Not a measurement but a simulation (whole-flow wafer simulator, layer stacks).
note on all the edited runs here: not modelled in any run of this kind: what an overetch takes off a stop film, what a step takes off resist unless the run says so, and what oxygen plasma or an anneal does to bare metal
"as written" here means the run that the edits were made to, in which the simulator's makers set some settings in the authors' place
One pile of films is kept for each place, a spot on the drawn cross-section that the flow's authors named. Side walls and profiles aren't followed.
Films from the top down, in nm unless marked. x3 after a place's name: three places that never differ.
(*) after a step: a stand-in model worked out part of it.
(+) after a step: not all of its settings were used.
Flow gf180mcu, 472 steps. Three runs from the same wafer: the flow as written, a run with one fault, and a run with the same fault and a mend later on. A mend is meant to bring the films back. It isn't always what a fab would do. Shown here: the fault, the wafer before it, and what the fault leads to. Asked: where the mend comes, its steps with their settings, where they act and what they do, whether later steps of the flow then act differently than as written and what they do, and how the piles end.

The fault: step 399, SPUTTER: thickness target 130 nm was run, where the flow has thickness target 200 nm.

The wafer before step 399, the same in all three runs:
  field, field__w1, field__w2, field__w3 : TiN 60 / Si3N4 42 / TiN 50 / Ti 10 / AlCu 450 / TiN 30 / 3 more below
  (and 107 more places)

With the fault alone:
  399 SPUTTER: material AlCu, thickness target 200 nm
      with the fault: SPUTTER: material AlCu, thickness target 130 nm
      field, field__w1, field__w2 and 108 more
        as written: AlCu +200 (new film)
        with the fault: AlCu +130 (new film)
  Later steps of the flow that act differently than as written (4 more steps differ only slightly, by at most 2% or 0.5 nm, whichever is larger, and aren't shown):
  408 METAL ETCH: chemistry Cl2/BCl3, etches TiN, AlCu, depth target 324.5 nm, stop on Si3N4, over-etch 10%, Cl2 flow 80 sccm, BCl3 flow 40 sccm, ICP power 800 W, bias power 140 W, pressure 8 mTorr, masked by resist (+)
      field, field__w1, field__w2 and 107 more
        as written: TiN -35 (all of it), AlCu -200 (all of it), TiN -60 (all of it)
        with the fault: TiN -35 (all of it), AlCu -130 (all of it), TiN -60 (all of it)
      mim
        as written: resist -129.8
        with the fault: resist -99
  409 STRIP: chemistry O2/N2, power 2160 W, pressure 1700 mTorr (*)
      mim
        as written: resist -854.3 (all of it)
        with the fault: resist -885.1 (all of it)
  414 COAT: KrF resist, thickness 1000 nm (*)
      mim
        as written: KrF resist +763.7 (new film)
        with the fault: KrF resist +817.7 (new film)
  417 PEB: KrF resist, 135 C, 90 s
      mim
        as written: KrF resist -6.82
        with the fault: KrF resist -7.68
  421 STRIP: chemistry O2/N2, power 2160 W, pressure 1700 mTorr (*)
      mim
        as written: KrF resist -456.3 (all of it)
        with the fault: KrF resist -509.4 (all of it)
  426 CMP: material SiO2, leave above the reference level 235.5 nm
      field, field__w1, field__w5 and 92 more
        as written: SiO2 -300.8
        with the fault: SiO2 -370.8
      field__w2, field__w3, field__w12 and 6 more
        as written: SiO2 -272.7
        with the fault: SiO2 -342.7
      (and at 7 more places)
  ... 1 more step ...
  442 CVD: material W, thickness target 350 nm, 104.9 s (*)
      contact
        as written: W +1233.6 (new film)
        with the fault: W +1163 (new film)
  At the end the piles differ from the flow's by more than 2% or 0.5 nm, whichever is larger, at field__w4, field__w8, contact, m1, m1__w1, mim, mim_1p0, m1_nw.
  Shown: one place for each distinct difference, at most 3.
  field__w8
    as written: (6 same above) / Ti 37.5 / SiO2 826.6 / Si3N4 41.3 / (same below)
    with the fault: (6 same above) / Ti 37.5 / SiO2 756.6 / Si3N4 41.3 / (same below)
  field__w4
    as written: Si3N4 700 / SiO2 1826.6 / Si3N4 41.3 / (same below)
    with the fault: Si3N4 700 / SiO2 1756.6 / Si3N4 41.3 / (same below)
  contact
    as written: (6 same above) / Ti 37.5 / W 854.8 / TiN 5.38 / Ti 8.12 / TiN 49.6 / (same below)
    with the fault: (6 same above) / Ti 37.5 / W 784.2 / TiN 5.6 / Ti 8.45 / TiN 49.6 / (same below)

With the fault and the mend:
  The mend comes after step 399.
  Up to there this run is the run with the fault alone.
  399a SPUTTER: material AlCu, thickness target 70 nm (the flow's step 399 once more, with other settings)
      field, field__w1, field__w2 and 108 more
        AlCu +70
  No later step of the flow acts differently than as written at any place that is followed.
  At the end the piles are the same as the flow's at every place that both follow.
